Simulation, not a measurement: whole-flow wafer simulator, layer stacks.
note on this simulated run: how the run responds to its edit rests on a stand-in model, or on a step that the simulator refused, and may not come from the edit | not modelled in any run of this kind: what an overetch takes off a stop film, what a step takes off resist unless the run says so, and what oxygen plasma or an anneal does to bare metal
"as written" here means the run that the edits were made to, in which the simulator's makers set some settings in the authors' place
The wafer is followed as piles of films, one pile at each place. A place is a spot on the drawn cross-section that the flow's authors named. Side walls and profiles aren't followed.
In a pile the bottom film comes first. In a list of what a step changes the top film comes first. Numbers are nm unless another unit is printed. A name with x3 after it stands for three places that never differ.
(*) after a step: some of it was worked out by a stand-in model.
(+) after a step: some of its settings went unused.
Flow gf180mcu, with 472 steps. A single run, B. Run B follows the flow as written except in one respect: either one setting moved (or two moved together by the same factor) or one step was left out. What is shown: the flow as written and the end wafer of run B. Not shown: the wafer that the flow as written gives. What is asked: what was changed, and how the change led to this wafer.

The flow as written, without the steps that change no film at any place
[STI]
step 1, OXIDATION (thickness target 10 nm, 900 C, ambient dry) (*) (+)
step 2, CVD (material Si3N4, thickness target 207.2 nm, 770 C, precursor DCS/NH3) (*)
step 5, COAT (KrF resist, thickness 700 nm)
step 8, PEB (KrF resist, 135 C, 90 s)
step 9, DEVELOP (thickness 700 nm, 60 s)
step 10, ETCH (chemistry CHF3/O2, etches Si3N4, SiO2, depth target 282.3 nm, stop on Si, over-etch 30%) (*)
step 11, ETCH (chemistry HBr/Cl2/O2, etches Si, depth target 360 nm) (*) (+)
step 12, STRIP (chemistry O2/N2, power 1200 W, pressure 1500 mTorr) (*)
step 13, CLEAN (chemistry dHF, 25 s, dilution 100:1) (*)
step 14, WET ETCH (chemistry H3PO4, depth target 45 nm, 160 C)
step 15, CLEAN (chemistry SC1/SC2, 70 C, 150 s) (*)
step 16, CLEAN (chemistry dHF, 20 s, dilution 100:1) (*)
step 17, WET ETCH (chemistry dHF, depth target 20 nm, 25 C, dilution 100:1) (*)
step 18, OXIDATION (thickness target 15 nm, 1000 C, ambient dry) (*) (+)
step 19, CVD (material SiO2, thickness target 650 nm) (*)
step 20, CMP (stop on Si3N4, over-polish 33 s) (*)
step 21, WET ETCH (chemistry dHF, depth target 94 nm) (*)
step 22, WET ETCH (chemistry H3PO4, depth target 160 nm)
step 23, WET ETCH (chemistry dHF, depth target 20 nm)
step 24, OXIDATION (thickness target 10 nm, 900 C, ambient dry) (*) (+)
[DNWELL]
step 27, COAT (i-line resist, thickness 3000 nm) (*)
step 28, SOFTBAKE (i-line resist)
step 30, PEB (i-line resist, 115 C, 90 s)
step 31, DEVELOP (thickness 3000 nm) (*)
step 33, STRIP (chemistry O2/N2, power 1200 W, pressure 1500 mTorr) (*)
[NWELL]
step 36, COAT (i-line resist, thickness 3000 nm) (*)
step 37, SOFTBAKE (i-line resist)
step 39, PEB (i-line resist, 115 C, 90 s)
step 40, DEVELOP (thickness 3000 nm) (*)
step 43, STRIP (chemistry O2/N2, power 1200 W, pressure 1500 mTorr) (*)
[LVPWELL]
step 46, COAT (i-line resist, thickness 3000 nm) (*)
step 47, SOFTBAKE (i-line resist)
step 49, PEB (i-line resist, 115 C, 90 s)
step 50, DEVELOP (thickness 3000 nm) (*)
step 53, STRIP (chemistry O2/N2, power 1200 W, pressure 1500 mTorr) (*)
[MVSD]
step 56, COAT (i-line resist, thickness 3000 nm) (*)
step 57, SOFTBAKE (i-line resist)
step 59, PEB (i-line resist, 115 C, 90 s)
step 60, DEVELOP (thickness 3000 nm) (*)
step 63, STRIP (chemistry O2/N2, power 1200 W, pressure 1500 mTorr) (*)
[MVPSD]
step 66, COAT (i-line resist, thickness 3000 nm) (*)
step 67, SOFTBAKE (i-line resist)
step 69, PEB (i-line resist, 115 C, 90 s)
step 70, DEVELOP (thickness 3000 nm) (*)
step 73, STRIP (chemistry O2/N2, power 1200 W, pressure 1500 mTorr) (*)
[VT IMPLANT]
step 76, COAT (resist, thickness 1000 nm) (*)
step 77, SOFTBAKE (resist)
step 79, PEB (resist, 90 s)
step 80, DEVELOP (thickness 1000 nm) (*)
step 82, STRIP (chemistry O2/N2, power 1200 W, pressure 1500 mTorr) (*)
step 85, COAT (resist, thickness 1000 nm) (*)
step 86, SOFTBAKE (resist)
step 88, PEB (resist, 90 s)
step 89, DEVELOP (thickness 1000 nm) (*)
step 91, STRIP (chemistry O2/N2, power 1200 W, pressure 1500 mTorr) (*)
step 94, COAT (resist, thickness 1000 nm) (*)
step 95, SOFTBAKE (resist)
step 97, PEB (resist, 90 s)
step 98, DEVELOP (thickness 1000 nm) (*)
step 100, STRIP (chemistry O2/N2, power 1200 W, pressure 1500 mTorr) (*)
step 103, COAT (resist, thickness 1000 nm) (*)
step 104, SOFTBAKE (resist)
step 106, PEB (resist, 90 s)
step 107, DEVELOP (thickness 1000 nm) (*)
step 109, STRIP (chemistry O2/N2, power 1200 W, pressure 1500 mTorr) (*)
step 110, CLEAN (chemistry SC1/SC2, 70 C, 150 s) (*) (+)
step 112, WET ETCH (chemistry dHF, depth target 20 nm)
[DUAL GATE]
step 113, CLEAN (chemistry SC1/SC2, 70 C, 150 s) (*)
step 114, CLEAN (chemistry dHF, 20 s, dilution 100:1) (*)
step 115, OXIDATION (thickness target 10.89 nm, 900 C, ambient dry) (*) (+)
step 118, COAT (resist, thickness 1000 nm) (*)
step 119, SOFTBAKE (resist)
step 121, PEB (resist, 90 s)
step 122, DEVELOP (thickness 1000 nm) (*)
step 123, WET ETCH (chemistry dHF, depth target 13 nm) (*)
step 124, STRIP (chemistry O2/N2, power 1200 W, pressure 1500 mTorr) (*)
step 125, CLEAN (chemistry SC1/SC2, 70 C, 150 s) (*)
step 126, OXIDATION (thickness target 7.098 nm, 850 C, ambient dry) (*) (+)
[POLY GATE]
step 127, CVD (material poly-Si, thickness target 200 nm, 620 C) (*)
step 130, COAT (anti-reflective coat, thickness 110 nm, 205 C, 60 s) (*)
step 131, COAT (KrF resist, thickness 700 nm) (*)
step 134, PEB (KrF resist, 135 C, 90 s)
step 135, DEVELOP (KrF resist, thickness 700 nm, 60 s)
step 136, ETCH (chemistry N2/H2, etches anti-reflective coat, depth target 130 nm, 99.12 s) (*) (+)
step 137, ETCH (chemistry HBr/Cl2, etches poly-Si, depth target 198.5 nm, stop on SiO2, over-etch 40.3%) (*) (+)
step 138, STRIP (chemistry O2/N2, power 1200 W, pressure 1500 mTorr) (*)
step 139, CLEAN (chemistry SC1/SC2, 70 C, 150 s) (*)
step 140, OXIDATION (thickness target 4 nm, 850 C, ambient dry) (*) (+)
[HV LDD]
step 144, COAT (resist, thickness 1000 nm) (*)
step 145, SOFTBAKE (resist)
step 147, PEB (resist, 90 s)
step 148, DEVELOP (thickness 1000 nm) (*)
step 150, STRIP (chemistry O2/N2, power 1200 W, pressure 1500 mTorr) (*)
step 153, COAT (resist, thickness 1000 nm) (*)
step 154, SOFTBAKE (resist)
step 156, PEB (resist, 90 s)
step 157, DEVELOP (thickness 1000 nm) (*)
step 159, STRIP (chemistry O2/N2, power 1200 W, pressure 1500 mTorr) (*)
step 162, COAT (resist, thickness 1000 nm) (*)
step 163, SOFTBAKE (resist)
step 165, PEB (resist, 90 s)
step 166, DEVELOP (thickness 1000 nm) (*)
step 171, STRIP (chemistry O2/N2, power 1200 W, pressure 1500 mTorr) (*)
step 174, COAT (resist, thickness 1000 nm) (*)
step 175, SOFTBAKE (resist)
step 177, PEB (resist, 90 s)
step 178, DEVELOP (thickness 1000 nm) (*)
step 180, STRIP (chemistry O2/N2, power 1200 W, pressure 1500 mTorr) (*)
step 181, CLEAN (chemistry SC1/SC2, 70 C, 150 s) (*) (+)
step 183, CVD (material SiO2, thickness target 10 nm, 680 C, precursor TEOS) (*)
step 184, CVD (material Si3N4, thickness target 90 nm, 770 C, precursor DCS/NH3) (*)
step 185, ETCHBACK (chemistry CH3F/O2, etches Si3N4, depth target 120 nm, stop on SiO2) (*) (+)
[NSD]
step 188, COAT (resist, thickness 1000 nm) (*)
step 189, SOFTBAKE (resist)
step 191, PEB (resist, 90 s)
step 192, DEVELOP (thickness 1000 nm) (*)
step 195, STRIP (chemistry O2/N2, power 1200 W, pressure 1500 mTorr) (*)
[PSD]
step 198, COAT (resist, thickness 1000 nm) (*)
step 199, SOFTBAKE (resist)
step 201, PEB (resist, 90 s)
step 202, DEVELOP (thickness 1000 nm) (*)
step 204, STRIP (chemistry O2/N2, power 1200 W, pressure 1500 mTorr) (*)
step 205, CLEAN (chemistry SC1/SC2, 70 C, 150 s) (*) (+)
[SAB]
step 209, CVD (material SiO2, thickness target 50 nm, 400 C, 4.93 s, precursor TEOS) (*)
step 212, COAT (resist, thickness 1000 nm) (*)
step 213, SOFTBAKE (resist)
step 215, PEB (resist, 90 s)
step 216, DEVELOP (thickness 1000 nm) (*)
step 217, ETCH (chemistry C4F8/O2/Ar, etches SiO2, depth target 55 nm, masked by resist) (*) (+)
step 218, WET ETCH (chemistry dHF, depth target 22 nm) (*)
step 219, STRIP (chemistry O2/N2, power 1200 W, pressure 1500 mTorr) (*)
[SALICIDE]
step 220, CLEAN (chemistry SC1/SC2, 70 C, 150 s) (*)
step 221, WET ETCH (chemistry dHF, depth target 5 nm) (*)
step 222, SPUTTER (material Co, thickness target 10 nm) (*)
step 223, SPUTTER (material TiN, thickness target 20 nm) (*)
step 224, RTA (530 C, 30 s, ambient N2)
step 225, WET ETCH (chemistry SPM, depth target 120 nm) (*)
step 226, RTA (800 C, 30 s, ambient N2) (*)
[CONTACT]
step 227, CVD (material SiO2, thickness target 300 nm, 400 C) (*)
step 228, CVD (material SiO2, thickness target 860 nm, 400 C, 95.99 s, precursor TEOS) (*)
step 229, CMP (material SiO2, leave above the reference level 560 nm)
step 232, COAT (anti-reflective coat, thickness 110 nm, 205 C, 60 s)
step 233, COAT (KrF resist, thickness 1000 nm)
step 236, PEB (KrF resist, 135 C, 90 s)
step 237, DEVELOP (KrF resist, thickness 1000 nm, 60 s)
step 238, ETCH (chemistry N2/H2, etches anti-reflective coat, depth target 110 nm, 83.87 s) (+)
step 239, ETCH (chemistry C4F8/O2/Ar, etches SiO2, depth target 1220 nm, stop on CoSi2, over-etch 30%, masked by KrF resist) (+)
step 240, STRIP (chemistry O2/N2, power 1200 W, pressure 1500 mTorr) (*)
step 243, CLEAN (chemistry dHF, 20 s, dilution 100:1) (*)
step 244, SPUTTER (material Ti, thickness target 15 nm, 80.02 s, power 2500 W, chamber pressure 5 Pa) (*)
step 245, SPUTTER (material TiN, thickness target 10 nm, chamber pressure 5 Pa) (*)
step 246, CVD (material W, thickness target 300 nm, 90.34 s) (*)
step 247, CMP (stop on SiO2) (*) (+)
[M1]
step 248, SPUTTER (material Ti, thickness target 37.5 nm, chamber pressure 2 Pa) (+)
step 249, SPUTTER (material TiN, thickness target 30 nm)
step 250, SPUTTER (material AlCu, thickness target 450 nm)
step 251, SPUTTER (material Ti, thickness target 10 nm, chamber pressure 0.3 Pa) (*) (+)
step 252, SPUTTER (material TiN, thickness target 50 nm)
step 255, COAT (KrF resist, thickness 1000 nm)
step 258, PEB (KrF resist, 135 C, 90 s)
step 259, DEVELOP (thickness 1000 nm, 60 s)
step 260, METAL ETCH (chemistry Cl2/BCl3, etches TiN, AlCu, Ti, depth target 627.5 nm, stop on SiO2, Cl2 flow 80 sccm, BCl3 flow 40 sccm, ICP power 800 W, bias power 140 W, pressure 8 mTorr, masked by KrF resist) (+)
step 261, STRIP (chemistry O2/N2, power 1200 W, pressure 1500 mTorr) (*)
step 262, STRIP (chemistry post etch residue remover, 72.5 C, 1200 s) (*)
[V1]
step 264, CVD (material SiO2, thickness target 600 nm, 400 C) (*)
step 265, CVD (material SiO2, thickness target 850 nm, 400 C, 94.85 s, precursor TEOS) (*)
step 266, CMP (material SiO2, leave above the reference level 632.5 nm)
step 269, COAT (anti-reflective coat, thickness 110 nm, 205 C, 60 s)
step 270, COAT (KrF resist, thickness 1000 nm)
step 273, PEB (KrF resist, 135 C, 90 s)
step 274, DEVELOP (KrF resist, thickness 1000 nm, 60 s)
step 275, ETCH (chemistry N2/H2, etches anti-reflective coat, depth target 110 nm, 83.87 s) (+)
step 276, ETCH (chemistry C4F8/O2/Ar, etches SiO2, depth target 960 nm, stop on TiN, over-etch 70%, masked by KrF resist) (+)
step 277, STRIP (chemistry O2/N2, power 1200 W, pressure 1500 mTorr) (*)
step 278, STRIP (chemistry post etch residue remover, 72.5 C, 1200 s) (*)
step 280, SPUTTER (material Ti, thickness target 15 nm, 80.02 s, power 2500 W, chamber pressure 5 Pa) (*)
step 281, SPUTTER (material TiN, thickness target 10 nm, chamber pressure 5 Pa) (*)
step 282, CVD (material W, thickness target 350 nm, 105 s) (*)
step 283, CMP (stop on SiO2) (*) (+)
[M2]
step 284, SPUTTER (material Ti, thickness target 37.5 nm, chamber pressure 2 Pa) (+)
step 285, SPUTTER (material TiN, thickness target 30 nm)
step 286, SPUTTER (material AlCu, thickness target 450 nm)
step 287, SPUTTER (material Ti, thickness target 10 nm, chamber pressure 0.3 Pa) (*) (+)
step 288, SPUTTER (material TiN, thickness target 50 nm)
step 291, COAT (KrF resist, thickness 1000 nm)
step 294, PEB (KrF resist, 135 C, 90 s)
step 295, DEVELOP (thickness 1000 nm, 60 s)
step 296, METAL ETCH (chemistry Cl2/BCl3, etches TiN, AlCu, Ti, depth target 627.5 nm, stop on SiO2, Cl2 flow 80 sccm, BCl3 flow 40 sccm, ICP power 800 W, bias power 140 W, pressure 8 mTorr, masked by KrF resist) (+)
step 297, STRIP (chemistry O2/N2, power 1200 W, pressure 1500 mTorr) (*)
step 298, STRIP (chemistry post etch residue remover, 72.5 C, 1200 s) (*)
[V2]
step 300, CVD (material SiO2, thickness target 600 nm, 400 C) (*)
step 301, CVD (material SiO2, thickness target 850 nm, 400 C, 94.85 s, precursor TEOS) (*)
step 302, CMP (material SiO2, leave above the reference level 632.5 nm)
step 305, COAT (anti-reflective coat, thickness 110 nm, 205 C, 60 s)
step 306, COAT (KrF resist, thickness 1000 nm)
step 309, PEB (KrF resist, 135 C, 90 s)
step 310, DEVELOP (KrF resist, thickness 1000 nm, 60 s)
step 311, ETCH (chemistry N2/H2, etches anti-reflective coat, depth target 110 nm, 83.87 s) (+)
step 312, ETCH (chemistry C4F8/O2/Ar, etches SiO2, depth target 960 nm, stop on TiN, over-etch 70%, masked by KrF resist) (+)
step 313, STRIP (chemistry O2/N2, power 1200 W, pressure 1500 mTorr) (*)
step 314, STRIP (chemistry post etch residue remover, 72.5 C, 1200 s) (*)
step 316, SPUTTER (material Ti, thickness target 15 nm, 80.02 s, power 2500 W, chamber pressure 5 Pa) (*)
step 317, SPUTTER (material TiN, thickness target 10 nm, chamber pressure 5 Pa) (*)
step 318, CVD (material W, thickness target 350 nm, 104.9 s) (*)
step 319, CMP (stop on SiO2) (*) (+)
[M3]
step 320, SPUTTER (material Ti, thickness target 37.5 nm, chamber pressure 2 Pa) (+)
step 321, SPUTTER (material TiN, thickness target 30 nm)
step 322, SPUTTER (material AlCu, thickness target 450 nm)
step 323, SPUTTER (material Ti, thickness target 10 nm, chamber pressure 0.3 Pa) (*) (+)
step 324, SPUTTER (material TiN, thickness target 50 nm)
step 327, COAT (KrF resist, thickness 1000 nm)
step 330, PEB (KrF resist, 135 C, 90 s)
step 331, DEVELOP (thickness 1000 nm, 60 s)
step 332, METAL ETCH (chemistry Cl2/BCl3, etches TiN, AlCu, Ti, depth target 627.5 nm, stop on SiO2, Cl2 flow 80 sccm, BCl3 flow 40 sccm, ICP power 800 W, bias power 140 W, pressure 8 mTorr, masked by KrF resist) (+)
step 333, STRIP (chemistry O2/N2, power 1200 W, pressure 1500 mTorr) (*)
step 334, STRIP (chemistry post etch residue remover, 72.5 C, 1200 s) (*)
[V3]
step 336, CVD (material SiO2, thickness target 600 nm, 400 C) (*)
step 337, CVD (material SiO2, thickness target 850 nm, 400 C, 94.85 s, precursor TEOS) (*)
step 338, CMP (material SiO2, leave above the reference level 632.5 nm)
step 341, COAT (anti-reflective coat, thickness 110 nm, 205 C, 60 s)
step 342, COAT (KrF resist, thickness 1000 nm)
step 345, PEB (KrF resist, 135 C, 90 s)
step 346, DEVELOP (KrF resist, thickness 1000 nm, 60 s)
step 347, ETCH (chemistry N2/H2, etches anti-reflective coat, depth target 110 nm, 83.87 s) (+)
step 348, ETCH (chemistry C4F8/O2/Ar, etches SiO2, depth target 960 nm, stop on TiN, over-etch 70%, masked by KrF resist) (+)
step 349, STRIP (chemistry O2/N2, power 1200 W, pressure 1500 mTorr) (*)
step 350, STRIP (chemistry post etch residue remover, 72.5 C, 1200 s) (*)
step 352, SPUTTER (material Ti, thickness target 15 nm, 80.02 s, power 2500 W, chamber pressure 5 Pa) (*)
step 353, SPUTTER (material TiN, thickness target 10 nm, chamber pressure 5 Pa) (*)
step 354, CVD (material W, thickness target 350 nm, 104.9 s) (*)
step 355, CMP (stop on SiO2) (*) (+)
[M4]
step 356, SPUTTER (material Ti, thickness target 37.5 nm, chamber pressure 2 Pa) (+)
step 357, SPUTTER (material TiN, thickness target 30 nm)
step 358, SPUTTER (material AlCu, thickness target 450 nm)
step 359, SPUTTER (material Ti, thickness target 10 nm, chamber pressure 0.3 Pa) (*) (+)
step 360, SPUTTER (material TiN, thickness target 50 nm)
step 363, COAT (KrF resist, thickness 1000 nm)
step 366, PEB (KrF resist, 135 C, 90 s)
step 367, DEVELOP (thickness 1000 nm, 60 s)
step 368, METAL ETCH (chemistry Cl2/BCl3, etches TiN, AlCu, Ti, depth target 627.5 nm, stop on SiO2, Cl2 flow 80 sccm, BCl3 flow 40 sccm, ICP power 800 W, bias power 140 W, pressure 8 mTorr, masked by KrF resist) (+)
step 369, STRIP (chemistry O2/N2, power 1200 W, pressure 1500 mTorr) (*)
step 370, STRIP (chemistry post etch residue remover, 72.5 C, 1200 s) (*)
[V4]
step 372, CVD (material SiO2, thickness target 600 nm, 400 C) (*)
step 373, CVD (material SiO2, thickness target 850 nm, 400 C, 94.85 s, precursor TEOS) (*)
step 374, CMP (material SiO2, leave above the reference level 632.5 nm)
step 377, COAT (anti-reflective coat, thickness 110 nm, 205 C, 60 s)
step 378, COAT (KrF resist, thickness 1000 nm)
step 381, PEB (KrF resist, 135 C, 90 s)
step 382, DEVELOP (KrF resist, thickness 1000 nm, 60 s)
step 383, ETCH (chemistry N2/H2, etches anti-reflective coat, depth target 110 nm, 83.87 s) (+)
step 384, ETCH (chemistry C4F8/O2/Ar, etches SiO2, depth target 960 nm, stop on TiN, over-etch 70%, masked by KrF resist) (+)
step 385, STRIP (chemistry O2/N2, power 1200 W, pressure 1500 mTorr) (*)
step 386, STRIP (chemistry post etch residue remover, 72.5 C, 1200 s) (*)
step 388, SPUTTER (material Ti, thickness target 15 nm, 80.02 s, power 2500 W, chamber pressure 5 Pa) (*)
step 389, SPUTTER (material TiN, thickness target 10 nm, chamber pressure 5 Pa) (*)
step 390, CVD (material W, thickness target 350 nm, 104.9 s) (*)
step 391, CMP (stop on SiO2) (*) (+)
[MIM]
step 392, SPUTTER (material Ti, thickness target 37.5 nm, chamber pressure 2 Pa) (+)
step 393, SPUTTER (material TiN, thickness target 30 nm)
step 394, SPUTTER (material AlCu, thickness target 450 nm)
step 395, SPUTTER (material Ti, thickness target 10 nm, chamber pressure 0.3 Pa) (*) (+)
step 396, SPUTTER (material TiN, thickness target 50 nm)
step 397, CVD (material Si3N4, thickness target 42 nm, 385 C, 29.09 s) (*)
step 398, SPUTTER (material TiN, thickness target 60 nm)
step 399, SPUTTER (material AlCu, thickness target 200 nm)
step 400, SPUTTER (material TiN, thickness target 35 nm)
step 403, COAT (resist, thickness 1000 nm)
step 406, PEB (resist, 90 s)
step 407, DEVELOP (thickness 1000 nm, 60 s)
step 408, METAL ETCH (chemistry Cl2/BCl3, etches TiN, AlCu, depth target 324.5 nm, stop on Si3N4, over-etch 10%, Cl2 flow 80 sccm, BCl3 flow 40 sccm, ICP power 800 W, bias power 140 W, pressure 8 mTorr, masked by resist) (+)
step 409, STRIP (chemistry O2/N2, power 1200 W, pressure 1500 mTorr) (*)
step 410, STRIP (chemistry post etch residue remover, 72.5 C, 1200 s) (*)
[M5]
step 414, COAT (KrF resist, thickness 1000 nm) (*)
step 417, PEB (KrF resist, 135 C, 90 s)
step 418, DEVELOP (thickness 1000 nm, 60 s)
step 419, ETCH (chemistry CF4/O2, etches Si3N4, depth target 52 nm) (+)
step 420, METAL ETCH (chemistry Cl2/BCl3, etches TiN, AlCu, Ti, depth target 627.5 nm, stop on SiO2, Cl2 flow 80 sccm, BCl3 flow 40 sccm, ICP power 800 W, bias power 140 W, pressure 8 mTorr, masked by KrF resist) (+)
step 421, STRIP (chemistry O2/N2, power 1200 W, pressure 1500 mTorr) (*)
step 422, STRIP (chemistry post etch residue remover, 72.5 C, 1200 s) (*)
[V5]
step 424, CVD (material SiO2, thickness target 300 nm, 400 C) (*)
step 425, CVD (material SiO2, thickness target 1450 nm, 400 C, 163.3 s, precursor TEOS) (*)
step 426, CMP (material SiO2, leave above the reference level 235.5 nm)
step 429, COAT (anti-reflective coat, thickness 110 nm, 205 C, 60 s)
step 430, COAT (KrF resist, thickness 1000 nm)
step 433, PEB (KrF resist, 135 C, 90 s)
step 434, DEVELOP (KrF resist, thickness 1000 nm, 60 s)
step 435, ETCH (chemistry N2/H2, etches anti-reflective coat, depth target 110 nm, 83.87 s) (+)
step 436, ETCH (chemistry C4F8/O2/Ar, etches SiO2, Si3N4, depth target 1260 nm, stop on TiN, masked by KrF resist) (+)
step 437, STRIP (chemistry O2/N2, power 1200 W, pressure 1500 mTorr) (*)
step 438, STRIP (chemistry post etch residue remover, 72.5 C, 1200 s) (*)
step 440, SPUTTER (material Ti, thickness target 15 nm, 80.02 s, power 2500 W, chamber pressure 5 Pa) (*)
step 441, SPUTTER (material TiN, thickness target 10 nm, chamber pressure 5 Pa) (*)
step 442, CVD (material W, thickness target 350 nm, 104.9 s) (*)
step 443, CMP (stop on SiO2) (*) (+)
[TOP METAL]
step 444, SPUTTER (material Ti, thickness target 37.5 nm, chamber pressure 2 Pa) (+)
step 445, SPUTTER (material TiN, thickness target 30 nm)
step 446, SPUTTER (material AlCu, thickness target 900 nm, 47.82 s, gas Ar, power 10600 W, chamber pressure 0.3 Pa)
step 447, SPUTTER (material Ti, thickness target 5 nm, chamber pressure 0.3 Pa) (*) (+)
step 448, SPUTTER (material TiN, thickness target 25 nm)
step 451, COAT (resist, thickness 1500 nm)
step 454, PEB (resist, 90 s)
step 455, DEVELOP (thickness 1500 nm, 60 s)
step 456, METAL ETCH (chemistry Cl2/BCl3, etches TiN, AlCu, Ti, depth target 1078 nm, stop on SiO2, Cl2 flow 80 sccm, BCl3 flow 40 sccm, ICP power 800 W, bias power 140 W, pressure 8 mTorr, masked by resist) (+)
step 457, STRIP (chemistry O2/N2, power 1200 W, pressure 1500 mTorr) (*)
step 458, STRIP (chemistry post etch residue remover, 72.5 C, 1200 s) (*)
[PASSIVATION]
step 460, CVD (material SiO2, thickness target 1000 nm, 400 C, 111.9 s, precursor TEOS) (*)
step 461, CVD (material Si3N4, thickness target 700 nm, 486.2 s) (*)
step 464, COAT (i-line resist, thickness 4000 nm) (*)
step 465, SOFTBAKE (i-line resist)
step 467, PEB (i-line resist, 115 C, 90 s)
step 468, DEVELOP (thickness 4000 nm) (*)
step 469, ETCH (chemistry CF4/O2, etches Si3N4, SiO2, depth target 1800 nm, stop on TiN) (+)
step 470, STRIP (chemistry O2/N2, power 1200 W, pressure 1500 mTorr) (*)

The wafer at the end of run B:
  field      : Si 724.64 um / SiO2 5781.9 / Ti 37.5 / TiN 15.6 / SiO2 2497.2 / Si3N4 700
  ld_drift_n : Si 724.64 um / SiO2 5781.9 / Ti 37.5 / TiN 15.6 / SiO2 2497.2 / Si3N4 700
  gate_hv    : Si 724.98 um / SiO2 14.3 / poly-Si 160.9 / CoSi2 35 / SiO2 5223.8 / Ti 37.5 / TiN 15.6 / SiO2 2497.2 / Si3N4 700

Cause: step 394, SPUTTER: thickness target 555 nm was run, while the flow as written has thickness target 450 nm.

How this came from the change, step by step:
  step 394, SPUTTER (material AlCu, thickness target 450 nm)
      field, field__w1, field__w2 and 108 more: +555 AlCu (new film) (it would be, as written: +450 AlCu (new film))
  step 420, METAL ETCH (chemistry Cl2/BCl3, etches TiN, AlCu, Ti, depth target 627.5 nm, stop on SiO2, Cl2 flow 80 sccm, BCl3 flow 40 sccm, ICP power 800 W, bias power 140 W, pressure 8 mTorr, masked by KrF resist) (+)
      field, field__w1, field__w2 and 101 more: -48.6 TiN (all of it), -10 Ti (all of it), -555 AlCu (all of it), -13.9 TiN (it would be, as written: -48.6 TiN (all of it), -10 Ti (all of it), -450 AlCu (all of it), -30 TiN (all of it), -37.5 Ti (all of it))
  step 424, CVD (material SiO2, thickness target 300 nm, 400 C) (*)
      field, field__w1, field__w2 and 101 more: +300 SiO2 (new film) (it would be, as written: +300 SiO2)
  step 426, CMP (material SiO2, leave above the reference level 235.5 nm)
      field, field__w1, field__w5 and 92 more: -249 SiO2 (it would be, as written: -300.8 SiO2)
      field__w2, field__w3, field__w12 and 6 more: -218.5 SiO2 (it would be, as written: -272.7 SiO2)
With metal films that touch counted as one body, field has 1 body; the flow as written gives 0 bodies.
With metal films that touch counted as one body, ld_drift_n has 1 body; the flow as written gives 0 bodies.
With metal films that touch counted as one body, gate_hv has 2 bodies (between them, from the top down: SiO2 5223.8); the flow as written gives 1 body.
